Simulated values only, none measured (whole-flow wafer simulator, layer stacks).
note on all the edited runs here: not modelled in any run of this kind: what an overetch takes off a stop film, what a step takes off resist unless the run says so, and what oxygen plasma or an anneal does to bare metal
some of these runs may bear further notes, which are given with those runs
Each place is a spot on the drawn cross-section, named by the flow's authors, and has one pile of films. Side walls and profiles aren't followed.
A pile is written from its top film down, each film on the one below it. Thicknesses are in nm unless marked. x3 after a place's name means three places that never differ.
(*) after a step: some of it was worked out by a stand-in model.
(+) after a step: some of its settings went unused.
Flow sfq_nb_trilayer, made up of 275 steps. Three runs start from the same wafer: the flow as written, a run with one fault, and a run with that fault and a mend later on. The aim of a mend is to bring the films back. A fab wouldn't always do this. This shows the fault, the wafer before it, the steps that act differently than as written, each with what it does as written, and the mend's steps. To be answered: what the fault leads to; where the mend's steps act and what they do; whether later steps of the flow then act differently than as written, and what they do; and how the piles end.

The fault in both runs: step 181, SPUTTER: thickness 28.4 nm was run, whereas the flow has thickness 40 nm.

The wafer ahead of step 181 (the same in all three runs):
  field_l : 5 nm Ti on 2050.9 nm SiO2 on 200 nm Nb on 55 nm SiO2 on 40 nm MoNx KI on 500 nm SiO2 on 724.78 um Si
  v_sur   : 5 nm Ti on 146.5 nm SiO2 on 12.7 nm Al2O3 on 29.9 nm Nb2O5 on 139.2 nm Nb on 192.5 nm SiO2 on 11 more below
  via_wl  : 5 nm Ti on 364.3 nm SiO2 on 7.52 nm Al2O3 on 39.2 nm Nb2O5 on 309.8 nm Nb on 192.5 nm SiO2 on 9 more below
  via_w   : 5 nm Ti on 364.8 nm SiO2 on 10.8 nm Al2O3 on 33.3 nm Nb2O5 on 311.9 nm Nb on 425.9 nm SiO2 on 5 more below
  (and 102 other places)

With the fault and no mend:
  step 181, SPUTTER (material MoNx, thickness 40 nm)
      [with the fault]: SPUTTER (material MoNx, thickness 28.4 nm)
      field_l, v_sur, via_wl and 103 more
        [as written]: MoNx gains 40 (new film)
        [with the fault]: MoNx gains 28.4 (new film)
  Later steps of the flow acting differently than as written (11 other steps are not shown; they differ only slightly, by no more than 2% or 0.5 nm, whichever is larger):
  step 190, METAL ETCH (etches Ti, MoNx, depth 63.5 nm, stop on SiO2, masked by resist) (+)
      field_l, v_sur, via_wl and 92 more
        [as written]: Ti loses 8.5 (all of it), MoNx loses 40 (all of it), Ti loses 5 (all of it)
        [with the fault]: Ti loses 8.5 (all of it), MoNx loses 28.4 (all of it), Ti loses 5 (all of it)
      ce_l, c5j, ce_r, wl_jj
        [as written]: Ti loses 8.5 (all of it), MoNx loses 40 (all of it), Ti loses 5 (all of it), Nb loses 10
        [with the fault]: Ti loses 8.5 (all of it), MoNx loses 28.4 (all of it), Ti loses 5 (all of it), Nb loses 21.6
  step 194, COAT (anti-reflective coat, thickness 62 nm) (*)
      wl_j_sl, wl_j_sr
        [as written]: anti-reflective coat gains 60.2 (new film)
        [with the fault]: anti-reflective coat gains 58.3 (new film)
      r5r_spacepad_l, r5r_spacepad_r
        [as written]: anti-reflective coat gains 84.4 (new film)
        [with the fault]: anti-reflective coat gains 79.4 (new film)
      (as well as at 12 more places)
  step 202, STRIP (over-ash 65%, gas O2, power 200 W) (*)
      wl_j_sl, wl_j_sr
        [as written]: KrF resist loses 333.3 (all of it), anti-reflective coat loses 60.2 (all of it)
        [with the fault]: KrF resist loses 333.4 (all of it), anti-reflective coat loses 58.3 (all of it)
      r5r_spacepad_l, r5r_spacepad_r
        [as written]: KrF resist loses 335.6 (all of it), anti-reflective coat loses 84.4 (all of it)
        [with the fault]: KrF resist loses 335.2 (all of it), anti-reflective coat loses 79.4 (all of it)
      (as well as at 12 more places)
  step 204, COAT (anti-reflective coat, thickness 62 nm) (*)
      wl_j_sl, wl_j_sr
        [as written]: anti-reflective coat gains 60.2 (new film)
        [with the fault]: anti-reflective coat gains 58.3 (new film)
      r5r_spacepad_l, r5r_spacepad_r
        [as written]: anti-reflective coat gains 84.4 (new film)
        [with the fault]: anti-reflective coat gains 79.4 (new film)
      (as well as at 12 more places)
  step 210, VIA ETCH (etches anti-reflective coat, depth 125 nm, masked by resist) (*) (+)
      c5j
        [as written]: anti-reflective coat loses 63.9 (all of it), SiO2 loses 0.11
        [with the fault]: anti-reflective coat loses 67.1 (all of it), SiO2 loses 0.1
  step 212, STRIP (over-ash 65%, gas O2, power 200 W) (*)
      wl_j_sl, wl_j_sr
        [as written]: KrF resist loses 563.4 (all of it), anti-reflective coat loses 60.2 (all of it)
        [with the fault]: KrF resist loses 562.7 (all of it), anti-reflective coat loses 58.3 (all of it)
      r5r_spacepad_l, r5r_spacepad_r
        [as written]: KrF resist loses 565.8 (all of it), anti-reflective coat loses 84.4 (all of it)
        [with the fault]: KrF resist loses 564.4 (all of it), anti-reflective coat loses 79.4 (all of it)
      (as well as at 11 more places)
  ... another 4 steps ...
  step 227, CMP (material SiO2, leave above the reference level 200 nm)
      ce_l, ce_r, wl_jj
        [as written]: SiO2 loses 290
        [with the fault]: SiO2 loses 278.4
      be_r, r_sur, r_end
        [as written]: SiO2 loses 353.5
        [with the fault]: SiO2 loses 341.9
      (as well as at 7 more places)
  By the end, the piles at ce_l, c5j, ce_r and 8 more depart from the flow's by more than 2% or 0.5 nm, whichever is larger.
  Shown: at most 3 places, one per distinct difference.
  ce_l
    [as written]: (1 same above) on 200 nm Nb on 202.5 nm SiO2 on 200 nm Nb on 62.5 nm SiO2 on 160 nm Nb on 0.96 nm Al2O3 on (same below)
    [with the fault]: (1 same above) on 200 nm Nb on 214.1 nm SiO2 on 200 nm Nb on 62.5 nm SiO2 on 148.4 nm Nb on 0.96 nm Al2O3 on (same below)
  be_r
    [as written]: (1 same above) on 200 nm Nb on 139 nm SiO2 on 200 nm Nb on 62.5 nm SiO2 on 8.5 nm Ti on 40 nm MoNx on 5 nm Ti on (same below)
    [with the fault]: (1 same above) on 200 nm Nb on 150.6 nm SiO2 on 200 nm Nb on 62.5 nm SiO2 on 8.5 nm Ti on 28.4 nm MoNx on 5 nm Ti on (same below)
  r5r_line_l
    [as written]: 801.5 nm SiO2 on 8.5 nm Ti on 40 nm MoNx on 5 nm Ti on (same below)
    [with the fault]: 813.1 nm SiO2 on 8.5 nm Ti on 28.4 nm MoNx on 5 nm Ti on (same below)

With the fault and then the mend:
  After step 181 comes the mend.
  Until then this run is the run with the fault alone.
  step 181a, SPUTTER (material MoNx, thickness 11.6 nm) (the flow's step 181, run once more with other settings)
      field_l, v_sur, via_wl and 103 more
        MoNx gains 11.6
  None of the later steps of the flow acts differently than as written at any place that is followed.
  At every place that both follow, the piles at the end match the flow's.
